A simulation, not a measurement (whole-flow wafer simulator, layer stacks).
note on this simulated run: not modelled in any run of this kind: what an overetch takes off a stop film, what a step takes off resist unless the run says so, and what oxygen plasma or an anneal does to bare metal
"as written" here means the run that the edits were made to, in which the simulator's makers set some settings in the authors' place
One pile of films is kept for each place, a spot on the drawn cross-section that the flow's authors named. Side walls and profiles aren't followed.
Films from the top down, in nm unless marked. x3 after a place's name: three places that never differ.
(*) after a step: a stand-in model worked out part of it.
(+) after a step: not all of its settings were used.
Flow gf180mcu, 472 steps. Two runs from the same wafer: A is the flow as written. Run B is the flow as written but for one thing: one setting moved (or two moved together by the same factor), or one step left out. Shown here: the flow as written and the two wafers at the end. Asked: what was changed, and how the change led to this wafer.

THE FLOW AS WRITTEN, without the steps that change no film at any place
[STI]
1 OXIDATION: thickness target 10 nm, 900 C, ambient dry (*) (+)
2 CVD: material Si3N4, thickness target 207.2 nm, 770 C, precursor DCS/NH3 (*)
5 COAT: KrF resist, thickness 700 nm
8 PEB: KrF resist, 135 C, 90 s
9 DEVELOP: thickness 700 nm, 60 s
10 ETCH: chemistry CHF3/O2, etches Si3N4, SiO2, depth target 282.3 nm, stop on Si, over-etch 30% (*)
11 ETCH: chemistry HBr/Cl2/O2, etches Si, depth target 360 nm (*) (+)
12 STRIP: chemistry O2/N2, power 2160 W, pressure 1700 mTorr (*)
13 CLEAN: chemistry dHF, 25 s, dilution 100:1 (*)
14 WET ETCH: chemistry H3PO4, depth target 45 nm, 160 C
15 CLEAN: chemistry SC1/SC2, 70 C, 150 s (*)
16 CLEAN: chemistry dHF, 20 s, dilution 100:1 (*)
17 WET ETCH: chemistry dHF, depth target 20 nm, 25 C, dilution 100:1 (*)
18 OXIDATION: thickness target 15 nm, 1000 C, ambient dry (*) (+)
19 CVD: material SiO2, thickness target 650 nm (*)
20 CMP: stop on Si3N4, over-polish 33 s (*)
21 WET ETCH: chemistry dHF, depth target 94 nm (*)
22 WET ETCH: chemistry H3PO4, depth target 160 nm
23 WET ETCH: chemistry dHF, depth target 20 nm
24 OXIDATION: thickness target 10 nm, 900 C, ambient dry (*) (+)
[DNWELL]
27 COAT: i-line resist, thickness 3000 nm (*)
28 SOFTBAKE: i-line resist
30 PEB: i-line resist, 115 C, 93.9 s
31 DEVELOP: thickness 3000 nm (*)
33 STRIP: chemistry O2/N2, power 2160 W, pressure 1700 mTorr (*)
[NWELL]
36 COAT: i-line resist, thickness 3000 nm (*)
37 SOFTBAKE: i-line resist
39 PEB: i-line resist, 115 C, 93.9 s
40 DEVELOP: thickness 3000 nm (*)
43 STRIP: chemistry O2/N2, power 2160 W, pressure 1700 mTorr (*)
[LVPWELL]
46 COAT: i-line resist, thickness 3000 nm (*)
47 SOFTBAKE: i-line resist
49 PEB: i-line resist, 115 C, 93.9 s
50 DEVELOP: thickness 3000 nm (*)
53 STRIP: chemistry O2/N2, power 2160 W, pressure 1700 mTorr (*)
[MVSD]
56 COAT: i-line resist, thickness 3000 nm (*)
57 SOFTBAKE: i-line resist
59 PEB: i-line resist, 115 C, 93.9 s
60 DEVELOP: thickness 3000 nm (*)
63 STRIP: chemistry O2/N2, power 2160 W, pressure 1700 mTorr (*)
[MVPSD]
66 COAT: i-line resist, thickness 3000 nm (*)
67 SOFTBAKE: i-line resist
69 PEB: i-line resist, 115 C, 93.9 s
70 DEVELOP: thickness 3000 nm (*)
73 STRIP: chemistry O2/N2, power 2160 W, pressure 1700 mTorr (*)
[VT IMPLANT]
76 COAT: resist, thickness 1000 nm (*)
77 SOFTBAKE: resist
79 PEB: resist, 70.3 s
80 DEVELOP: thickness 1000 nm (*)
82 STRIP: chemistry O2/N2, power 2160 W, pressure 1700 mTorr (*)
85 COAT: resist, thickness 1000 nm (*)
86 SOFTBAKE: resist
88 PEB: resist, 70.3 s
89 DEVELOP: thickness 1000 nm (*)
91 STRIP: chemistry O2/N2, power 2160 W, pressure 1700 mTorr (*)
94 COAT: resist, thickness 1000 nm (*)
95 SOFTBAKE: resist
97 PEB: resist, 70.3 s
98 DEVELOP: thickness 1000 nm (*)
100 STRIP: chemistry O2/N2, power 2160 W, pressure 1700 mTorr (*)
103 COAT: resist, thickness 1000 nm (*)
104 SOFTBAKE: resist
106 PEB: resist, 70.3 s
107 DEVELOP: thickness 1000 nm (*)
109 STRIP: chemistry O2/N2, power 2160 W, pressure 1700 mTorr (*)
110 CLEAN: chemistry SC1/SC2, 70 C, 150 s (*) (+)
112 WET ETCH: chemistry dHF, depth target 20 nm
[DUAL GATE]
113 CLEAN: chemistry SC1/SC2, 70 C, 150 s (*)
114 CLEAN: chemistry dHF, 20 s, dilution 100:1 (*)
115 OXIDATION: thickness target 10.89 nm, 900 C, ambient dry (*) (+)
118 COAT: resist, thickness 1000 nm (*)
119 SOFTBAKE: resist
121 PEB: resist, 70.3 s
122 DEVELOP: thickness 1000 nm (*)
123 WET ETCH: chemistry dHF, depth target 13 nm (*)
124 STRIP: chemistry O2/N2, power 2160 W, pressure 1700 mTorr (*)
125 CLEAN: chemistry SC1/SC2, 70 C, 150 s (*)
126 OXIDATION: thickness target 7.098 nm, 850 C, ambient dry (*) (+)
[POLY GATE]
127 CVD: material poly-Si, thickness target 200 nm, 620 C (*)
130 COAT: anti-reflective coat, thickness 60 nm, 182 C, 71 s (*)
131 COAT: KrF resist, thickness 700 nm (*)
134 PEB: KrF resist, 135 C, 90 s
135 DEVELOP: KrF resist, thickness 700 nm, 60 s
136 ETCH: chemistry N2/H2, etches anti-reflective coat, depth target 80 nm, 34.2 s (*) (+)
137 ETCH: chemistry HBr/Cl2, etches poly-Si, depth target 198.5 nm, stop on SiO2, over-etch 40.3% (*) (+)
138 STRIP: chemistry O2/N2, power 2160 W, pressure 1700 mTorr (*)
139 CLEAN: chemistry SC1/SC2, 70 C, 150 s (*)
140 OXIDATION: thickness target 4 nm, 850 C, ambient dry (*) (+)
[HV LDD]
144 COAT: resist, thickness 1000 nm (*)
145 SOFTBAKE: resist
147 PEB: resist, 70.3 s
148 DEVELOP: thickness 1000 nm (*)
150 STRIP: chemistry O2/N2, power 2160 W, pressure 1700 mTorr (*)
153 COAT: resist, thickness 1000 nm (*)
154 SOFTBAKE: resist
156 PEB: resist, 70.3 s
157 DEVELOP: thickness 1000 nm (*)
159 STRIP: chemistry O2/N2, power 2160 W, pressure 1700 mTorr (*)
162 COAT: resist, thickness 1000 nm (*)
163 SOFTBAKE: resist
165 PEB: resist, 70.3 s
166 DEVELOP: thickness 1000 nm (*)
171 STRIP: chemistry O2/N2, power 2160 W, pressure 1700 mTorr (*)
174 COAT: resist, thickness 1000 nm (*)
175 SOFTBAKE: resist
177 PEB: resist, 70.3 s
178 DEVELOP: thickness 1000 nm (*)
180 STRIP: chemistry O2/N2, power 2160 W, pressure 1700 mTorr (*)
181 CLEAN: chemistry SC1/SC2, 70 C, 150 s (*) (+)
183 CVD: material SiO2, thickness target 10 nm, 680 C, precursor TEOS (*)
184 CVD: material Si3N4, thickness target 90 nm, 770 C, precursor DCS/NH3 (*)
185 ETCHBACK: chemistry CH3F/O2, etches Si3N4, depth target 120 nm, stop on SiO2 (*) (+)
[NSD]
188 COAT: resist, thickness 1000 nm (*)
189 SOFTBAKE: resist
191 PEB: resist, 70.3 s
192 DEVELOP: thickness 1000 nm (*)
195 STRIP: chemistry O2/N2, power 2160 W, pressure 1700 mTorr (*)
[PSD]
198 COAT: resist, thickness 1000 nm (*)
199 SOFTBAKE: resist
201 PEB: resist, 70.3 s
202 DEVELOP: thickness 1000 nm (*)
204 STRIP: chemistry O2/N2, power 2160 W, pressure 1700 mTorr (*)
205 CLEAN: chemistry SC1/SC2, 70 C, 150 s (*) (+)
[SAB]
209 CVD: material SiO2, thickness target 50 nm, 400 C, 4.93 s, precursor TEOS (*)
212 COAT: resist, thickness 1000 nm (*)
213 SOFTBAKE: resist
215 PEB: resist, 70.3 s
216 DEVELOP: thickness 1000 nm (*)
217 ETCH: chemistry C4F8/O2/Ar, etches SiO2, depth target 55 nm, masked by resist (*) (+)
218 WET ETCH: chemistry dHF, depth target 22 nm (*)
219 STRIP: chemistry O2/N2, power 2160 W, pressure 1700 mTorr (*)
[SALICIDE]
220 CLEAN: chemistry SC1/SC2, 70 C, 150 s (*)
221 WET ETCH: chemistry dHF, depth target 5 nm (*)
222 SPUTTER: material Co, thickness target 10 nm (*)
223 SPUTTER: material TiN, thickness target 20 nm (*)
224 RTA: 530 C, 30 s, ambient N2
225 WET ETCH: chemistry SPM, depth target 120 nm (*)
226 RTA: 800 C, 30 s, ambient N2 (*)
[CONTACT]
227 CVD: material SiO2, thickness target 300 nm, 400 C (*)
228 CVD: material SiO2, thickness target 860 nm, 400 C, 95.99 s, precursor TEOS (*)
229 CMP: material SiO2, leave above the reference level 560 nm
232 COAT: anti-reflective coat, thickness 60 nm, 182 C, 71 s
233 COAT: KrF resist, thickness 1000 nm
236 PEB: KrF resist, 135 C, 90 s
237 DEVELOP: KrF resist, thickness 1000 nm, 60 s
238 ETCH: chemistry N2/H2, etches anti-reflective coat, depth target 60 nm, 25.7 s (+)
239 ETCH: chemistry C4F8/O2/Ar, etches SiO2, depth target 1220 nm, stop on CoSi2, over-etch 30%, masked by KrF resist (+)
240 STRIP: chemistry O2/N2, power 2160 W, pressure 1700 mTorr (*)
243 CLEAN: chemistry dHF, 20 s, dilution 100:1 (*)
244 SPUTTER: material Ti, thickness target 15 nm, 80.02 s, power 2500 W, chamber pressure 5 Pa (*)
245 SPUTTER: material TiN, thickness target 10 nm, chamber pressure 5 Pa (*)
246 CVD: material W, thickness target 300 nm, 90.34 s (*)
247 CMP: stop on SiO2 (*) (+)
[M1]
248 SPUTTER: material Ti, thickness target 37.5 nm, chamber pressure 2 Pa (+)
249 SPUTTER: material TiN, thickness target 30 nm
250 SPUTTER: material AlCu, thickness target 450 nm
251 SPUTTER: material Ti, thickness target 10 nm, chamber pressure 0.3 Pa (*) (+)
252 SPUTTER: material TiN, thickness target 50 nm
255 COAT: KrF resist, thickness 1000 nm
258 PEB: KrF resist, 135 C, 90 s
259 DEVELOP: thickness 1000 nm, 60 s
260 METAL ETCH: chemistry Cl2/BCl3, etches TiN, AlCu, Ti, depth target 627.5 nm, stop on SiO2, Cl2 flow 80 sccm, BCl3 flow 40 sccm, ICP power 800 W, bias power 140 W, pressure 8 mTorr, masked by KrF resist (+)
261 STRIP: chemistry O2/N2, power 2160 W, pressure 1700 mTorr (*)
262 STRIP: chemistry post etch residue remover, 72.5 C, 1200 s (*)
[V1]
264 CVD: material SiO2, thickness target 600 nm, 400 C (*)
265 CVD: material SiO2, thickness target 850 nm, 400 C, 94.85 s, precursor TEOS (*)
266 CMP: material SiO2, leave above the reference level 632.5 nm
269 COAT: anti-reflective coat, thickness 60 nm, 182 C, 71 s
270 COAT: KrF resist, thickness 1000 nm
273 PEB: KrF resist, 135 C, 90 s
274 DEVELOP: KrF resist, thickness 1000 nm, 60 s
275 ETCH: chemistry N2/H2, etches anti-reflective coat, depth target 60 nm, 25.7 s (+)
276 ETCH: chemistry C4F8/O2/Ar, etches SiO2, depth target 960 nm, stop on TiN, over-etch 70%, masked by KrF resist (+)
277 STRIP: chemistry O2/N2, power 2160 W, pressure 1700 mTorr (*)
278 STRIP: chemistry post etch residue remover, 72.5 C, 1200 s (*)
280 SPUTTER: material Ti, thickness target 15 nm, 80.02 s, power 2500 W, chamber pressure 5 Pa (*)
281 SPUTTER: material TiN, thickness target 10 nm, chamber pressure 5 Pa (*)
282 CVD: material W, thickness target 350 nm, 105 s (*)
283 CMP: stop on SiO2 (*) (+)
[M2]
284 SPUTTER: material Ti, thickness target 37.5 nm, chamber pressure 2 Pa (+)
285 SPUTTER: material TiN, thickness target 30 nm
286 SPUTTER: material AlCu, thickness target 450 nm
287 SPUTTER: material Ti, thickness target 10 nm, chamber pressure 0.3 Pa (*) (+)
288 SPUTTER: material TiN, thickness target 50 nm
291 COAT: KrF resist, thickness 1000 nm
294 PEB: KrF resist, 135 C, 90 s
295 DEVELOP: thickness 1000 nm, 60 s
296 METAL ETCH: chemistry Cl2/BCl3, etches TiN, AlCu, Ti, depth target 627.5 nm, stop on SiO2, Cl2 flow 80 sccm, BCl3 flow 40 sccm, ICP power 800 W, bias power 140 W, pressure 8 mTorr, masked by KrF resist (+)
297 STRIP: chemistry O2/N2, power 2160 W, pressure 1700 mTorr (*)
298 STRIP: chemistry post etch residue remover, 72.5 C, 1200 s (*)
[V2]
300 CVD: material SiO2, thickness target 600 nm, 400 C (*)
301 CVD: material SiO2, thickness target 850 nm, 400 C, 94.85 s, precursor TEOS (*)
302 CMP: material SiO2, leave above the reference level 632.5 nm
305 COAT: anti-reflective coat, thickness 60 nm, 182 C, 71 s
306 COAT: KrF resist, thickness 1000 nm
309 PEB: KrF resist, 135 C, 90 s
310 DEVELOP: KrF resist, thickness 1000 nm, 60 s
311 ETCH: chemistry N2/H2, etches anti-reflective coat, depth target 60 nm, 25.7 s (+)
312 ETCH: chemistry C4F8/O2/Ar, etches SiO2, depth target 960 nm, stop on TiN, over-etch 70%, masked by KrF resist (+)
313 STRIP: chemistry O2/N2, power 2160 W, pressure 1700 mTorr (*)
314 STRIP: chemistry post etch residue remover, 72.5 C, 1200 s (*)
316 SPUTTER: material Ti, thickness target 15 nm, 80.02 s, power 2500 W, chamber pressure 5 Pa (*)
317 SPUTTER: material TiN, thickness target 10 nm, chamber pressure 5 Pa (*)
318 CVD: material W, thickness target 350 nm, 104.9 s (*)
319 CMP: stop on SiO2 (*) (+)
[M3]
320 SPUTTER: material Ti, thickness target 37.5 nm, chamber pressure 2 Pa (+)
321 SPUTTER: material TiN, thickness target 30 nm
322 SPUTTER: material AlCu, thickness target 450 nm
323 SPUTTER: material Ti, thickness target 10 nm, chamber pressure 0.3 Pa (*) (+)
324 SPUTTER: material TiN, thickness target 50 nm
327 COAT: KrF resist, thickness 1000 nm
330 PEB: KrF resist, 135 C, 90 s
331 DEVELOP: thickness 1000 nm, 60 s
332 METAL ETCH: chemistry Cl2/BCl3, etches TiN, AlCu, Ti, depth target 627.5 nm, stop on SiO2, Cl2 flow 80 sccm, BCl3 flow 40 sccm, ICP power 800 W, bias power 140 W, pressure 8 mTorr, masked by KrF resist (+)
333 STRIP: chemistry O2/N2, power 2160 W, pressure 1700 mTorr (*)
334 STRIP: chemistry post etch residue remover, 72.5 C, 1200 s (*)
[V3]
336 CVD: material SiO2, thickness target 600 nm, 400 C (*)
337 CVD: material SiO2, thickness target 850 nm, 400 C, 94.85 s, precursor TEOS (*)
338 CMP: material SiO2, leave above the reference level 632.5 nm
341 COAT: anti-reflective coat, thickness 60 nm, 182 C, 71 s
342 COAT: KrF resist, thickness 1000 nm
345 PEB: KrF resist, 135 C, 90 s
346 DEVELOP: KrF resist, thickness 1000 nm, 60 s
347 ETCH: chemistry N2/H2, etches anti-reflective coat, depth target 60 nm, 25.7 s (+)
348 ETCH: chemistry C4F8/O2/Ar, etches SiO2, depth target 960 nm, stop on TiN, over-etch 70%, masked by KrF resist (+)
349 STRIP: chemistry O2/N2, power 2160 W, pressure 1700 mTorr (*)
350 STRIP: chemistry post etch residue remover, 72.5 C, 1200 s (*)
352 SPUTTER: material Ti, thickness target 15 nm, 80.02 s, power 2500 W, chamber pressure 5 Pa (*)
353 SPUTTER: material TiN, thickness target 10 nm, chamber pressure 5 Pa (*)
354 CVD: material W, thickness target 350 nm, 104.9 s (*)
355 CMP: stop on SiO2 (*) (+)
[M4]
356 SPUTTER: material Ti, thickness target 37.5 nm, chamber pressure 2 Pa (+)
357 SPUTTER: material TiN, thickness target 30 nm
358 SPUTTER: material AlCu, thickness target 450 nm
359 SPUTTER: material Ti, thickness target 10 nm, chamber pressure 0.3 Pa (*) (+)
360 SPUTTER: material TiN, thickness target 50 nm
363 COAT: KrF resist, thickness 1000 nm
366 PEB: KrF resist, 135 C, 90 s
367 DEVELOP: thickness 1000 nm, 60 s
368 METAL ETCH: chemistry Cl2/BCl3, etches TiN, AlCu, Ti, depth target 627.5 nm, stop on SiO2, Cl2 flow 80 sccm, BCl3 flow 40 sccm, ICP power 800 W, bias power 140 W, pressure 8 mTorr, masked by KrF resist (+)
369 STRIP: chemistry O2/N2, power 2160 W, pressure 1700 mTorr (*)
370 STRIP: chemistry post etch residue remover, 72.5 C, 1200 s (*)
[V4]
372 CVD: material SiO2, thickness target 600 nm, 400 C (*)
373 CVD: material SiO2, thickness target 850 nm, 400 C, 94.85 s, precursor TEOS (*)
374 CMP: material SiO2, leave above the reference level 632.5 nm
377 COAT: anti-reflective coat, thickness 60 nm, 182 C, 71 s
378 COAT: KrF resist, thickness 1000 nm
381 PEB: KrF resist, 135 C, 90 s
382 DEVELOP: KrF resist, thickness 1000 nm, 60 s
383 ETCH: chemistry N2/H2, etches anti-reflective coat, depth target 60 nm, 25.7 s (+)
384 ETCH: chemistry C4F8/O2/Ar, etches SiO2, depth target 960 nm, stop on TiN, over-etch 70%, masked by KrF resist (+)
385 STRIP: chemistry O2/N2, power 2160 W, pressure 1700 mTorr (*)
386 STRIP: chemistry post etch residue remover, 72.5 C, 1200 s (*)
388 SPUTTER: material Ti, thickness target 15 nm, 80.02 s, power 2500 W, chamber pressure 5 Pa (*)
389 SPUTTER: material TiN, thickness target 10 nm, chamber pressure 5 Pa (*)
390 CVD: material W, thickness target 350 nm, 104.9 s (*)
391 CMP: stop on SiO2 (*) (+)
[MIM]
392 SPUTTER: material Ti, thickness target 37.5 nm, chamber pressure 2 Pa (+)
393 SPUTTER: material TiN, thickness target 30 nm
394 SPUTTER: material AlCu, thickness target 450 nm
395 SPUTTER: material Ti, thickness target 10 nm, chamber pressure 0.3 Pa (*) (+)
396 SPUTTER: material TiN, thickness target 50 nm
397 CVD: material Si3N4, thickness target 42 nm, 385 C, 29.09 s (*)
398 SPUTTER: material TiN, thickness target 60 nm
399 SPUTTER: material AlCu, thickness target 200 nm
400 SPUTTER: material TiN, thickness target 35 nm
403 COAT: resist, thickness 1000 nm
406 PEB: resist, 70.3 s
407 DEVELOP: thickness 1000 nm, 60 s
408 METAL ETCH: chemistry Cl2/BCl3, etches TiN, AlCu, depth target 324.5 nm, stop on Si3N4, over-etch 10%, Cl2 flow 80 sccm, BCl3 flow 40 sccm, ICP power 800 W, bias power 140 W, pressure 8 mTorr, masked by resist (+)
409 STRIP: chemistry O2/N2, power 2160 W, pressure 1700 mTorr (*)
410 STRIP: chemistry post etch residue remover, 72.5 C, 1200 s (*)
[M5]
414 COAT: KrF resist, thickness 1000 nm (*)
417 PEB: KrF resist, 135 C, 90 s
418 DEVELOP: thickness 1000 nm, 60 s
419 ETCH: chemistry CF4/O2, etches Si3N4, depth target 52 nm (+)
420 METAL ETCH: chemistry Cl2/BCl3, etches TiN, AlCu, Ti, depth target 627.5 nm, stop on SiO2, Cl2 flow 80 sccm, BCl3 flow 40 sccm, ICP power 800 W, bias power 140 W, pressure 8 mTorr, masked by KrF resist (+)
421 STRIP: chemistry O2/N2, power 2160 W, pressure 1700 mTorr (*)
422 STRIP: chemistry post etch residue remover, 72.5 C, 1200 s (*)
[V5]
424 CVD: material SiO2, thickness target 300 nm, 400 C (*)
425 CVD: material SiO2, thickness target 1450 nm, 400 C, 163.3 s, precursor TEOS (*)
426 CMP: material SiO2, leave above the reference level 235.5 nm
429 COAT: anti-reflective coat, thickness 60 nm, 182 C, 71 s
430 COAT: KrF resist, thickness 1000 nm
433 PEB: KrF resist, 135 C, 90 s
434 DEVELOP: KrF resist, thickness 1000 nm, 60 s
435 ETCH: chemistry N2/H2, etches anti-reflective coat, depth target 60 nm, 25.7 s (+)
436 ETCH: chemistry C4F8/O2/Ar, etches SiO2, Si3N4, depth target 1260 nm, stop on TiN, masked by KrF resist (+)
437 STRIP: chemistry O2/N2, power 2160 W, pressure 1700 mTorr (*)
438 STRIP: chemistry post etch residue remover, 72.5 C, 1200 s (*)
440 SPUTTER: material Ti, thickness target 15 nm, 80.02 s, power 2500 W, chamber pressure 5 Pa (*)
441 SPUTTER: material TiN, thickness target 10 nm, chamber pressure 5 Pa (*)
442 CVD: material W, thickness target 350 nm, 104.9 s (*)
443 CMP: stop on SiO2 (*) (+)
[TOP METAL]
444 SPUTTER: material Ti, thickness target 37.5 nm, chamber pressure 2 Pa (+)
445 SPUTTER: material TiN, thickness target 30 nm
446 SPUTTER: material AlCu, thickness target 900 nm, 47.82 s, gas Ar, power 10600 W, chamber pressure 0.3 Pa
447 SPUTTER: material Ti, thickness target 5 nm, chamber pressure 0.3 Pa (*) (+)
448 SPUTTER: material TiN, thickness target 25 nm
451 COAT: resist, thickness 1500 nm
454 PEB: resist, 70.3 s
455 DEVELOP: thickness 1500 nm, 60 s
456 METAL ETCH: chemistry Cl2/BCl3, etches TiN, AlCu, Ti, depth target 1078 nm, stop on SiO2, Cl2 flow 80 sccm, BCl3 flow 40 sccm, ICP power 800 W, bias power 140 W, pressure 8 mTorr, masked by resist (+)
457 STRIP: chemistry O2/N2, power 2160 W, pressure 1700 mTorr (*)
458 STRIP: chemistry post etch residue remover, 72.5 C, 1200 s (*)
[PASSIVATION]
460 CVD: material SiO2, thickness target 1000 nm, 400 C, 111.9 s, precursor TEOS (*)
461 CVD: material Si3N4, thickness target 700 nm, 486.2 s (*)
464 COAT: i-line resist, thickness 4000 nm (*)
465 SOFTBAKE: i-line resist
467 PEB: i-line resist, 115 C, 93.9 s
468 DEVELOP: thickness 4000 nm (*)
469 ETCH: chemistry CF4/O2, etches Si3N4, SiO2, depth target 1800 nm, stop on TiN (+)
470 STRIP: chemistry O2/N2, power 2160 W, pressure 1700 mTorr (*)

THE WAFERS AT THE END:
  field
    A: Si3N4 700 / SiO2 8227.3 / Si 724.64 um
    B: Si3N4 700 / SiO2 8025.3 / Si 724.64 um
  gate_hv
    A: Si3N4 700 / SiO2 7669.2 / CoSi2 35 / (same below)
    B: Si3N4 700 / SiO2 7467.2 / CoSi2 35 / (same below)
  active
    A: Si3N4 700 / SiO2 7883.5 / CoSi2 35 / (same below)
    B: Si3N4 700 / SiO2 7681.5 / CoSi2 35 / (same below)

The cause: step 394, SPUTTER: thickness target 248 nm was run, where the flow has thickness target 450 nm.

How the change led to this, step by step:
  394 SPUTTER: material AlCu, thickness target 450 nm
      field, field__w1, field__w2 and 108 more: A AlCu +450 (new film) | B AlCu +248 (new film)
  420 METAL ETCH: chemistry Cl2/BCl3, etches TiN, AlCu, Ti, depth target 627.5 nm, stop on SiO2, Cl2 flow 80 sccm, BCl3 flow 40 sccm, ICP power 800 W, bias power 140 W, pressure 8 mTorr, masked by KrF resist (+)
      field, field__w1, field__w2 and 101 more: A TiN -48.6 (all of it), Ti -10 (all of it), AlCu -450 (all of it), TiN -30 (all of it), Ti -37.5 (all of it) | B TiN -48.6 (all of it), Ti -10 (all of it), AlCu -248 (all of it), TiN -30 (all of it), Ti -37.5 (all of it)
      field__w4, field__w8, contact, m1, m1__w1, mim, mim_1p0, m1_nw: A KrF resist -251 | B KrF resist -224.4
  421 STRIP: chemistry O2/N2, power 2160 W, pressure 1700 mTorr (*)
      field__w8, m1__w1: A KrF resist -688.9 (all of it) | B KrF resist -715.4 (all of it)
      contact, m1: A KrF resist -689.3 (all of it) | B KrF resist -715.9 (all of it)
      (and at 4 more places)
  426 CMP: material SiO2, leave above the reference level 235.5 nm
      field, field__w1, field__w5 and 92 more: A SiO2 -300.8 | B SiO2 -502.8
      field__w2, field__w3, field__w12 and 6 more: A SiO2 -272.7 | B SiO2 -483.9
